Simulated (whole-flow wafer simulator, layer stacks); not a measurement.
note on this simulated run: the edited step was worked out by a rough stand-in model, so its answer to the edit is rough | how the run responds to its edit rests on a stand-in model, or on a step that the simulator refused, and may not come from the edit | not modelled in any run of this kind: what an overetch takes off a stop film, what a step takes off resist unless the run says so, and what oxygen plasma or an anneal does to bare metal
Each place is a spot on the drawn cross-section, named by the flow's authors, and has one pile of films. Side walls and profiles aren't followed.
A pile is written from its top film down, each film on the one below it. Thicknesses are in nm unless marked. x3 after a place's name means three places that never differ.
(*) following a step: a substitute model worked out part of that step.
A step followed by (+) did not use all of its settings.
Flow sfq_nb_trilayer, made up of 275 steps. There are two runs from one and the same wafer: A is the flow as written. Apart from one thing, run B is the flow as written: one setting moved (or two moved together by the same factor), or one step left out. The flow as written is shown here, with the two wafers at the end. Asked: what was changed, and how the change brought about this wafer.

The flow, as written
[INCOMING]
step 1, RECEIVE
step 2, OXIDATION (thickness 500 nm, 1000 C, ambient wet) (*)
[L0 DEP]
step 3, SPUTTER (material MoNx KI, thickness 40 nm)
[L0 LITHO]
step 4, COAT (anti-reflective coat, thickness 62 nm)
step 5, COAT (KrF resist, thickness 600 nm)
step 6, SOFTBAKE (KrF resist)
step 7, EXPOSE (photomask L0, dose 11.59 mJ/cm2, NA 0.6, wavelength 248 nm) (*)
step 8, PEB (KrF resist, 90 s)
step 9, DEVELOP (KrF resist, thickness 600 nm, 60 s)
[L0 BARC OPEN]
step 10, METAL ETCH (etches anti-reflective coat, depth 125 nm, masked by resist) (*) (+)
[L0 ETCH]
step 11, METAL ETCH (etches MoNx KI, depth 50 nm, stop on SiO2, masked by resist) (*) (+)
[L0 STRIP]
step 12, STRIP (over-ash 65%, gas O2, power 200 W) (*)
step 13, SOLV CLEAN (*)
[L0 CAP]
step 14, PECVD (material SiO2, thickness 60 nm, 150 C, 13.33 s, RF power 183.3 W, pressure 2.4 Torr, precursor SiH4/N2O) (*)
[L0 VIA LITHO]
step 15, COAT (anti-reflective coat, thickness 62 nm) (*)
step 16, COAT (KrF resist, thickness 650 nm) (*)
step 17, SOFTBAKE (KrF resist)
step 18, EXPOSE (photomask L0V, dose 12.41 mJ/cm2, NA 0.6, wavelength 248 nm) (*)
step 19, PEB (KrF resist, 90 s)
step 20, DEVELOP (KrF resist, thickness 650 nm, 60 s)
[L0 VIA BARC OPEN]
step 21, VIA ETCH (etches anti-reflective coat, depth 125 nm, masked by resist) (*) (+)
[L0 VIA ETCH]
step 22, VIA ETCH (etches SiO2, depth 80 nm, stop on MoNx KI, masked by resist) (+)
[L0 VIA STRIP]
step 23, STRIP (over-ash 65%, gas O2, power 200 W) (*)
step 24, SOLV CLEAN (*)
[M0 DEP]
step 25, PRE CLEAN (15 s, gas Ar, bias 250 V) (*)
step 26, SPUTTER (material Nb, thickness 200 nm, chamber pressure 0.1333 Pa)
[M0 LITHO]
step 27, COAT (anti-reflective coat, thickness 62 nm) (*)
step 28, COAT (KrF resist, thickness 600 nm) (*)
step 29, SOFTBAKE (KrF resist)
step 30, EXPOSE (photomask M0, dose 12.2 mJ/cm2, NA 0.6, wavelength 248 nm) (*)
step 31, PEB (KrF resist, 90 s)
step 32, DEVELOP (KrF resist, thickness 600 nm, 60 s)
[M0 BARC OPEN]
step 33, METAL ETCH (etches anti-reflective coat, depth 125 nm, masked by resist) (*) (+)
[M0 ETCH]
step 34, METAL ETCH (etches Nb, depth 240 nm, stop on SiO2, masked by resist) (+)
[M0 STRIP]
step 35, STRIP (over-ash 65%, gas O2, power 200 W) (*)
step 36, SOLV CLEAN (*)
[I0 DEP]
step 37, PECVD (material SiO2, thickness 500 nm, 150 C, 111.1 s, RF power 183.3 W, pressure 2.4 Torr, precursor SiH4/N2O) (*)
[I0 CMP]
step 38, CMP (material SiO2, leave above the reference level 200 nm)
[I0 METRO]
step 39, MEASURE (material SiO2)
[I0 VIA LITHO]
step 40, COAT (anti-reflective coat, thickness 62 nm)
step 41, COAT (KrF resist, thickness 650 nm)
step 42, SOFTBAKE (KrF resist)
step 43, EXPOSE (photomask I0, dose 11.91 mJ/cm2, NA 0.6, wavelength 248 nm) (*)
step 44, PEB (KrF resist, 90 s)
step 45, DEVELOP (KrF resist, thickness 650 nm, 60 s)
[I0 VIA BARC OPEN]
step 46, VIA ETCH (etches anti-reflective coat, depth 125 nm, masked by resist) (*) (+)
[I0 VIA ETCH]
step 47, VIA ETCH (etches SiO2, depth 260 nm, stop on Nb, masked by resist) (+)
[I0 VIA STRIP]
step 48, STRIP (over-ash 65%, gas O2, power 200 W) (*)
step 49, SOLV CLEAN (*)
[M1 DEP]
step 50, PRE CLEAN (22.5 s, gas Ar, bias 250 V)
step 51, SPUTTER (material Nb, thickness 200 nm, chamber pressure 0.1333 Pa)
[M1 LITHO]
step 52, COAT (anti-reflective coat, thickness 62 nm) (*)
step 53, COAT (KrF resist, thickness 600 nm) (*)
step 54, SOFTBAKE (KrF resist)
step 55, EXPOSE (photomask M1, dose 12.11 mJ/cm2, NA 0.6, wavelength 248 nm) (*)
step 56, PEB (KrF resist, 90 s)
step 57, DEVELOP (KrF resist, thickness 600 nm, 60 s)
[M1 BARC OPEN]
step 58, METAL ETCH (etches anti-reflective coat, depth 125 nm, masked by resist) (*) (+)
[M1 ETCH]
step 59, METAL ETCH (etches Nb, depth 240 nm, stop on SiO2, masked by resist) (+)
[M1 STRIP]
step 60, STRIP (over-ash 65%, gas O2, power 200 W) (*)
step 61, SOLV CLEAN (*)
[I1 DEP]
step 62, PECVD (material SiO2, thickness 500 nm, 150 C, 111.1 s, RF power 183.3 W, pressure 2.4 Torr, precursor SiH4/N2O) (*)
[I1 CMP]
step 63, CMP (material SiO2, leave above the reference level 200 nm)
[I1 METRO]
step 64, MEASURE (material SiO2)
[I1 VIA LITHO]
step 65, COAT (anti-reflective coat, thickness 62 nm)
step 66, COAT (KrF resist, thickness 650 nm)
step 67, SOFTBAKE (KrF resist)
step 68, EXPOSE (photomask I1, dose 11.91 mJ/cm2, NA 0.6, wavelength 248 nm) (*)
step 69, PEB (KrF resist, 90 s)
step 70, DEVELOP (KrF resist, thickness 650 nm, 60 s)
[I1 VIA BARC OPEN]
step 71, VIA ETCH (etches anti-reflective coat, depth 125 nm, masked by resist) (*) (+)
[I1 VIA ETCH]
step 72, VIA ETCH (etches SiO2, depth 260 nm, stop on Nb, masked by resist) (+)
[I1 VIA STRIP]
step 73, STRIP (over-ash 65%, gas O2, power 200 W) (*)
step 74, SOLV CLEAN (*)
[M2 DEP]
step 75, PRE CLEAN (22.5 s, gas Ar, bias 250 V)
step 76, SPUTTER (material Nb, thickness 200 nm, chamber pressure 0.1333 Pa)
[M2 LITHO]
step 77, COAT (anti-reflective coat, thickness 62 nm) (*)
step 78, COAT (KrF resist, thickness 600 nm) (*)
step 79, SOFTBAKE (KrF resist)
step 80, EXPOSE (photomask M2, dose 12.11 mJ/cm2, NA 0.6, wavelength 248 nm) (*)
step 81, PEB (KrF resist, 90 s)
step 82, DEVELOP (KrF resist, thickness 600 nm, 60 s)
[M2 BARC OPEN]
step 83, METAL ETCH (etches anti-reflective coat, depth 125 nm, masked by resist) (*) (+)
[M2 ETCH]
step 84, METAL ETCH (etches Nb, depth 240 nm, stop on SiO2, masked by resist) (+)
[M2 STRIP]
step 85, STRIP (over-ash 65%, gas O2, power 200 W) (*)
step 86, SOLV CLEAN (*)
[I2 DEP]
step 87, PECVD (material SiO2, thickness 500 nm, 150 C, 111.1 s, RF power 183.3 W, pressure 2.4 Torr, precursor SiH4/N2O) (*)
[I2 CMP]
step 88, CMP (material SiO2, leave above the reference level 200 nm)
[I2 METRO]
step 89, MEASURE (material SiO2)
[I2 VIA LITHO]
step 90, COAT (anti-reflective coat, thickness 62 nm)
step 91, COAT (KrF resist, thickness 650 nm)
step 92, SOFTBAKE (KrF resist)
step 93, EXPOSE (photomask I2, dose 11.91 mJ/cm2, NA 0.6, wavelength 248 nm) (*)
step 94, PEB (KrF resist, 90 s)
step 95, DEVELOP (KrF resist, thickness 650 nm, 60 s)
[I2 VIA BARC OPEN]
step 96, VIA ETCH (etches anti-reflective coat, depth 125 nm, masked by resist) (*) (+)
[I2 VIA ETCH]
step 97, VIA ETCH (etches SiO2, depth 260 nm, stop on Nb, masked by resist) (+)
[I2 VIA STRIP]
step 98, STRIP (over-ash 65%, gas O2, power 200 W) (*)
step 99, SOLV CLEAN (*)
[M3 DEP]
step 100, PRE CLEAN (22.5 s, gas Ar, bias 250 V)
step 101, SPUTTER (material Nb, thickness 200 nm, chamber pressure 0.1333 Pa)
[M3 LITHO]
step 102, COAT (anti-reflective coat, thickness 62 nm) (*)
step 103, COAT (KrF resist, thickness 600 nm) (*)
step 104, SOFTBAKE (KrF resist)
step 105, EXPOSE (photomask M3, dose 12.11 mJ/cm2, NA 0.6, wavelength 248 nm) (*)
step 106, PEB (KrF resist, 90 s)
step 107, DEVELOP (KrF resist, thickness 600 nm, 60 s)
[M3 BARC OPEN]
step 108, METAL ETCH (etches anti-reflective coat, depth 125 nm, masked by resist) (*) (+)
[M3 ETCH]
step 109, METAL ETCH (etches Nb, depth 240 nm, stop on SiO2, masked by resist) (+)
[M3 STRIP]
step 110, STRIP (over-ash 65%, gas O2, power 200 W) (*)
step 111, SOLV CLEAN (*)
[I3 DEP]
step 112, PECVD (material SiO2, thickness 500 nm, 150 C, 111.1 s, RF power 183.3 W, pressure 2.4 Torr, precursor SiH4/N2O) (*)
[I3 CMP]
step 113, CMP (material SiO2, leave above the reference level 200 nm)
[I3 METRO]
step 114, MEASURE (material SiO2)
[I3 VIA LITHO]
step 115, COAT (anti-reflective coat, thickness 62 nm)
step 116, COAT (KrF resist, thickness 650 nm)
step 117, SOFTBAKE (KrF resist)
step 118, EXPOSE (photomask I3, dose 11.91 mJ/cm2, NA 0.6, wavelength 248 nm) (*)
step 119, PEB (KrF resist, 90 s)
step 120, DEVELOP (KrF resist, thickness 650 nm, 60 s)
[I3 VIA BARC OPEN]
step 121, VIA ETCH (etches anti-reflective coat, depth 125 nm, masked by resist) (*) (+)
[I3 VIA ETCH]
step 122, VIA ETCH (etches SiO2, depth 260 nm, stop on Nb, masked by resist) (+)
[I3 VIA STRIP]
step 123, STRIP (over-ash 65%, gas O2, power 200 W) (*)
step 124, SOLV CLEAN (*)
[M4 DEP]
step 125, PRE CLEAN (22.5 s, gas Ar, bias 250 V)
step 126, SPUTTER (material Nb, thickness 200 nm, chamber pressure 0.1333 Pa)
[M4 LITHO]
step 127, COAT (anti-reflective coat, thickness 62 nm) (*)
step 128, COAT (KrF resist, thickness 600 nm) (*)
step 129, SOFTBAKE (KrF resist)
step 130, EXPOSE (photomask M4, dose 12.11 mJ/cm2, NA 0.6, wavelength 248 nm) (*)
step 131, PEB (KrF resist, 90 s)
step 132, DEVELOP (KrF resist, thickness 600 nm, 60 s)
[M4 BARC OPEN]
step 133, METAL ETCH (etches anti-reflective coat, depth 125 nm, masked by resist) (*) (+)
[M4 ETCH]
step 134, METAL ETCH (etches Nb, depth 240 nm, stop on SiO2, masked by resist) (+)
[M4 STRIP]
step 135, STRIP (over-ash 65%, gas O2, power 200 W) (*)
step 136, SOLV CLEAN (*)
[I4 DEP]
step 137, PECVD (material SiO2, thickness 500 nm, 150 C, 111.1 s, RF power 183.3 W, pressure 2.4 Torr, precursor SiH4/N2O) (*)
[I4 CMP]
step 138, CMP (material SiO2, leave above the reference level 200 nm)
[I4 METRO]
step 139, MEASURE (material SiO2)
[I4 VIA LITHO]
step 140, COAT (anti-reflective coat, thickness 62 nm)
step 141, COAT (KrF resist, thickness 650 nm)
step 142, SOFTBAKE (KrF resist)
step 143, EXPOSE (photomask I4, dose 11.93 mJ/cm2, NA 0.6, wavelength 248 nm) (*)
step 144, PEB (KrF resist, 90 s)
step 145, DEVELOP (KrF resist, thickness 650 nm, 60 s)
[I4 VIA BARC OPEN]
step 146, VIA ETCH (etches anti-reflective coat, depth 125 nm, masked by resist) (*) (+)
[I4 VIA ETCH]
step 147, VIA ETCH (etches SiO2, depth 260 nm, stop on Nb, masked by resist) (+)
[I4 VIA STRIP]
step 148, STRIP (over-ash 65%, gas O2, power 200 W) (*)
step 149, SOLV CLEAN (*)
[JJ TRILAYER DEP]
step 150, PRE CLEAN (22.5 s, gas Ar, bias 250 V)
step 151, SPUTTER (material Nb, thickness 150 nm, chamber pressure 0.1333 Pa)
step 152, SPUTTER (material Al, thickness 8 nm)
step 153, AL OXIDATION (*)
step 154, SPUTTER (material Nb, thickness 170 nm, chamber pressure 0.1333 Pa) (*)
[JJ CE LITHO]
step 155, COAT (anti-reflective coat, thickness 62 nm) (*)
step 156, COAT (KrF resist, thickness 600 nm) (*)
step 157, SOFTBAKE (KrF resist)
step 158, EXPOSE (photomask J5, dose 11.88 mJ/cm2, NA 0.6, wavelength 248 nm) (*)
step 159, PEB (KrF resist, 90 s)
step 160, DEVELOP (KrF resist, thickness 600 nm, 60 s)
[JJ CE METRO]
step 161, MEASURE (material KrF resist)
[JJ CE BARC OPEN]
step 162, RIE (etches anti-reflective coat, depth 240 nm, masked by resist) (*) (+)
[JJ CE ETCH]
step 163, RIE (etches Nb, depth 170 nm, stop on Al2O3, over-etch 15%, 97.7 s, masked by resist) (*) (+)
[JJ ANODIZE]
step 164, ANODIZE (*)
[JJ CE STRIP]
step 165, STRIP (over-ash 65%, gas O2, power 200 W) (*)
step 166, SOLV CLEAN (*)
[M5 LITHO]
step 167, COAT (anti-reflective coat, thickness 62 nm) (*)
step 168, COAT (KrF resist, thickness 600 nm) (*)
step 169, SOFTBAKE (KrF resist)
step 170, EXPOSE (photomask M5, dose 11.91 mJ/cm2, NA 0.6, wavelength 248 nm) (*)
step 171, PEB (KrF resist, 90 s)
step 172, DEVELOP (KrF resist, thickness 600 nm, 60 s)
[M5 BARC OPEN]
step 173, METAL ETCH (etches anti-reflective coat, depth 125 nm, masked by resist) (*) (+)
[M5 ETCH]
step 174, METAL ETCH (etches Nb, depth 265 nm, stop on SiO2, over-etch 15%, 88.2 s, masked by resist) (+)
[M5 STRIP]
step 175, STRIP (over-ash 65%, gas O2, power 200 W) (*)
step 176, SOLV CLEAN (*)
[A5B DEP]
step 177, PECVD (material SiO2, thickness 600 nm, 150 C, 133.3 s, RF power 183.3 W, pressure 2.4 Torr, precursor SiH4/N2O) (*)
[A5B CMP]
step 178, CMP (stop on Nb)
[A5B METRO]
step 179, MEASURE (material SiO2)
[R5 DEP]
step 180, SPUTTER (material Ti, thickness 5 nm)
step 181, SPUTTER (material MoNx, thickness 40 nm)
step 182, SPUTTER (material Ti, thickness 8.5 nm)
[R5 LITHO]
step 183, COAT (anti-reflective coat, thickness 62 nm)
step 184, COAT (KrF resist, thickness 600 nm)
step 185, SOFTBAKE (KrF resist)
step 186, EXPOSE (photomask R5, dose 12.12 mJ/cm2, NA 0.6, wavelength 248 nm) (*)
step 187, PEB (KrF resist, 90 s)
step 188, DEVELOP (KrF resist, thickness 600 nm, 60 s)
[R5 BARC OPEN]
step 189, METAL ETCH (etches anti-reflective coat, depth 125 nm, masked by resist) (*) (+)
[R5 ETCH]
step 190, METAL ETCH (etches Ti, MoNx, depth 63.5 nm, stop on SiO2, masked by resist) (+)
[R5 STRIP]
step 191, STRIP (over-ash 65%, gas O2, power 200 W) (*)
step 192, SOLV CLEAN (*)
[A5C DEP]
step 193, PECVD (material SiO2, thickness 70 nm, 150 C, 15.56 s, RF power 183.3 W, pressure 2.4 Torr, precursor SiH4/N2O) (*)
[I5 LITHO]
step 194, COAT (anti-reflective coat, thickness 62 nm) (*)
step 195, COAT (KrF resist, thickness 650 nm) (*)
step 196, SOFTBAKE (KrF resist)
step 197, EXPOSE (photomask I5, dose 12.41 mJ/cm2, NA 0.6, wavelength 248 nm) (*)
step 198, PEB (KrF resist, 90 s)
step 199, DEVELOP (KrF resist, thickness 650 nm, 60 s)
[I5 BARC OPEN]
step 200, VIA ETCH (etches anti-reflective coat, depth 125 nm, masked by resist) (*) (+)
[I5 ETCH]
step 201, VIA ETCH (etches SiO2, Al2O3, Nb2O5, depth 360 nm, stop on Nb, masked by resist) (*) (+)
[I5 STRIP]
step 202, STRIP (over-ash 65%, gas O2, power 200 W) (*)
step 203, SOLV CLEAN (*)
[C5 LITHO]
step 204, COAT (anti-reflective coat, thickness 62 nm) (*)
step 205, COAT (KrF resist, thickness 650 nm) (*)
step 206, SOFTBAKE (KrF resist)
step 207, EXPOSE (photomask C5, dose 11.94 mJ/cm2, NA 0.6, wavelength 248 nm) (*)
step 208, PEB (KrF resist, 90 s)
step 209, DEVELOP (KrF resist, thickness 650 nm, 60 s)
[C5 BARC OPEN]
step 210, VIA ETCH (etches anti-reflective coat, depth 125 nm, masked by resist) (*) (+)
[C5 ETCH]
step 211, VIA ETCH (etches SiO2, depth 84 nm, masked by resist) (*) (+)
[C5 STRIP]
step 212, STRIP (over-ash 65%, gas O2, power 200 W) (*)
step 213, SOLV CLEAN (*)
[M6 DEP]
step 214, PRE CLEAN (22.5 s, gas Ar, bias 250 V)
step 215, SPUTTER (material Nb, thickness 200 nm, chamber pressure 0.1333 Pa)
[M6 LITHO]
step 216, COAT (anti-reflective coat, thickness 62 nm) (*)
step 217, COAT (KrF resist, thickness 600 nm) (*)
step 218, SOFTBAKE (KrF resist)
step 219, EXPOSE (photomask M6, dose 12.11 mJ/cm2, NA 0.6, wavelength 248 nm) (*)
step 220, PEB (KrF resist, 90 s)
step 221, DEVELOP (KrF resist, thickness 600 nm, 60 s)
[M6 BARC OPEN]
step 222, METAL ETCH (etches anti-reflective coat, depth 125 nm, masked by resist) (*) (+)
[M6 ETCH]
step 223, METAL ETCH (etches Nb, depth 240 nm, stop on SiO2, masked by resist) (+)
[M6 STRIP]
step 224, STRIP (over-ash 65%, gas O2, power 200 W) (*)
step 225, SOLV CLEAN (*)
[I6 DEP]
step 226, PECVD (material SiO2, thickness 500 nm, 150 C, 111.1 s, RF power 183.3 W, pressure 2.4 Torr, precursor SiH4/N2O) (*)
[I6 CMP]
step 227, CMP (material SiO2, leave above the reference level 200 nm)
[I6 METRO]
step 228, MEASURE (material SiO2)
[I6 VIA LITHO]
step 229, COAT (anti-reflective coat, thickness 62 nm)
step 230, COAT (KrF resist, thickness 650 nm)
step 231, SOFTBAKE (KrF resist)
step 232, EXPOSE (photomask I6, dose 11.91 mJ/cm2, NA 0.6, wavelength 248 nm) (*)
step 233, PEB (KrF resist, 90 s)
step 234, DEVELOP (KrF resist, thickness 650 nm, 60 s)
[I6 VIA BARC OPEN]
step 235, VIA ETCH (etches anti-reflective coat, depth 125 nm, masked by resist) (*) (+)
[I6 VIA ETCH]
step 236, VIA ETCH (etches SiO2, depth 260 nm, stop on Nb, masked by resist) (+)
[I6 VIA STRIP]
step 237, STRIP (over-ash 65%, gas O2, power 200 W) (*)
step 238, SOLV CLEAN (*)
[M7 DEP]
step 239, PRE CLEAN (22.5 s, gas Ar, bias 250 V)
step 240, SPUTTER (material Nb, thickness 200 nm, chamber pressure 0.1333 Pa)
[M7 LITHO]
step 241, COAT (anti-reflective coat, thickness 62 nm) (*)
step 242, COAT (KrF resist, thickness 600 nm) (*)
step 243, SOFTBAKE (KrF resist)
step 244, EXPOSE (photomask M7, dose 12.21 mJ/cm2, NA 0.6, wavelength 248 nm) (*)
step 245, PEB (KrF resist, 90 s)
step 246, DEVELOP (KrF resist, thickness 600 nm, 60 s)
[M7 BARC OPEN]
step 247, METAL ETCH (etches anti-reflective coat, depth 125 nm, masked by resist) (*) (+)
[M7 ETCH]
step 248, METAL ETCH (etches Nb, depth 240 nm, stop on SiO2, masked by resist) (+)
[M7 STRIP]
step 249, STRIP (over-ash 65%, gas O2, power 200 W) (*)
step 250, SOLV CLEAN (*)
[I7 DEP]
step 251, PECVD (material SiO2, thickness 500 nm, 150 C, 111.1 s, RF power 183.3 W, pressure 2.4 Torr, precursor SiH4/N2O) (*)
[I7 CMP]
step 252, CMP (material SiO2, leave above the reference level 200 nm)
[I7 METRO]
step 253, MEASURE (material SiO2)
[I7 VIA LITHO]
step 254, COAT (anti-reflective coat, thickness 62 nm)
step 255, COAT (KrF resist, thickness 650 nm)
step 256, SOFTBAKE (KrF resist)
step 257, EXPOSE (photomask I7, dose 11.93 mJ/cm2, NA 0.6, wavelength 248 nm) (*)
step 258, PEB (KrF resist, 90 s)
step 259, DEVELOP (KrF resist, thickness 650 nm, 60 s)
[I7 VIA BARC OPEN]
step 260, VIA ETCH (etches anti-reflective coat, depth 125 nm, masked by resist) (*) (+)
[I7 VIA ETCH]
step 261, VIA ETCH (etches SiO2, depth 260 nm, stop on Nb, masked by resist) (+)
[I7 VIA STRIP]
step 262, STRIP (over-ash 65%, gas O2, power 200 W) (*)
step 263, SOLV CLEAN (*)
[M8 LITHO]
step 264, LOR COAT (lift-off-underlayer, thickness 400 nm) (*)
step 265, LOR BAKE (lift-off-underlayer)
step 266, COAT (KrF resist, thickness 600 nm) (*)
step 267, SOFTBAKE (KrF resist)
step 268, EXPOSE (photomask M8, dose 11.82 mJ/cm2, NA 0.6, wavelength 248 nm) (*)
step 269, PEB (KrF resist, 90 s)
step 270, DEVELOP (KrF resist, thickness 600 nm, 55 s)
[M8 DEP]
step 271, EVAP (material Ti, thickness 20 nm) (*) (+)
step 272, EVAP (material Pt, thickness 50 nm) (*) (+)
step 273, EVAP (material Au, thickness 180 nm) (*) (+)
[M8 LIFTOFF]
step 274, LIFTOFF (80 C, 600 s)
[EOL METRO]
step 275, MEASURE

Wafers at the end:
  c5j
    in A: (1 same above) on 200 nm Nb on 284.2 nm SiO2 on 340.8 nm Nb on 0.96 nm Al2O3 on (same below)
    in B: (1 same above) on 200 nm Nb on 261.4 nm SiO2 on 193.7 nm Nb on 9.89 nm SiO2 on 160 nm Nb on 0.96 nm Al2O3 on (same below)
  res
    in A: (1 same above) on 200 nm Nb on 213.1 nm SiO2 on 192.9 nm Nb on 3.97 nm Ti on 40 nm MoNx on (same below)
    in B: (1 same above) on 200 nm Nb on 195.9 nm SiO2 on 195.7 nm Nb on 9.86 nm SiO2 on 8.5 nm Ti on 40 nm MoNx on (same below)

The reason: step 211, VIA ETCH: depth 52.5 nm was run, though the flow has depth 84 nm.

How this came from the change, step by step:
  step 211, VIA ETCH (etches SiO2, depth 84 nm, masked by resist) (*) (+)
      c5j: A SiO2 loses 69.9 (all of it), Nb loses 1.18 | B SiO2 loses 52.5
      res: A SiO2 loses 69.9 (all of it) | B SiO2 loses 52.5
      (as well as at 104 more places)
  step 214, PRE CLEAN (22.5 s, gas Ar, bias 250 V)
      c5j: A Nb loses 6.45 | B SiO2 loses 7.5
      res: A Ti loses 4.53 | B SiO2 loses 7.5
  step 215, SPUTTER (material Nb, thickness 200 nm, chamber pressure 0.1333 Pa)
      c5j: A Nb gains 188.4 | B Nb gains 193.7 (new film)
  step 216, COAT (anti-reflective coat, thickness 62 nm) (*)
      ce_l: A anti-reflective coat gains 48 (new film) | B anti-reflective coat gains 52.5 (new film)
      c5j: A anti-reflective coat gains 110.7 (new film) | B anti-reflective coat gains 98.2 (new film)
      (as well as at 4 more places)
  step 224, STRIP (over-ash 65%, gas O2, power 200 W) (*)
      ce_l: A KrF resist loses 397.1 (all of it), anti-reflective coat loses 48 (all of it) | B KrF resist loses 394.3 (all of it), anti-reflective coat loses 52.5 (all of it)
      c5j: A KrF resist loses 418.3 (all of it), anti-reflective coat loses 110.7 (all of it) | B KrF resist loses 410.1 (all of it), anti-reflective coat loses 98.2 (all of it)
      (as well as at 4 more places)
  step 226, PECVD (material SiO2, thickness 500 nm, 150 C, 111.1 s, RF power 183.3 W, pressure 2.4 Torr, precursor SiH4/N2O) (*)
      c5j: A SiO2 gains 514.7 (new film) | B SiO2 gains 500 (new film)
  step 227, CMP (material SiO2, leave above the reference level 200 nm)
      c5j: A SiO2 loses 223 | B SiO2 loses 231.1
      res: A SiO2 loses 279.4 | B SiO2 loses 296.6
Taking metal films that touch as one body, c5j has 5 bodies (between them, from the top down: SiO2 261.4; SiO2 9.89; Al2O3 0.96; SiO2 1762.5); the flow as written gives 4 bodies (between them, from the top down: SiO2 284.2; Al2O3 0.96; SiO2 1762.5).
Taking metal films that touch as one body, res has 4 bodies (between them, from the top down: SiO2 195.9; SiO2 9.86; SiO2 2090.9); the flow as written gives 3 bodies (between them, from the top down: SiO2 213.1; SiO2 2090.9).
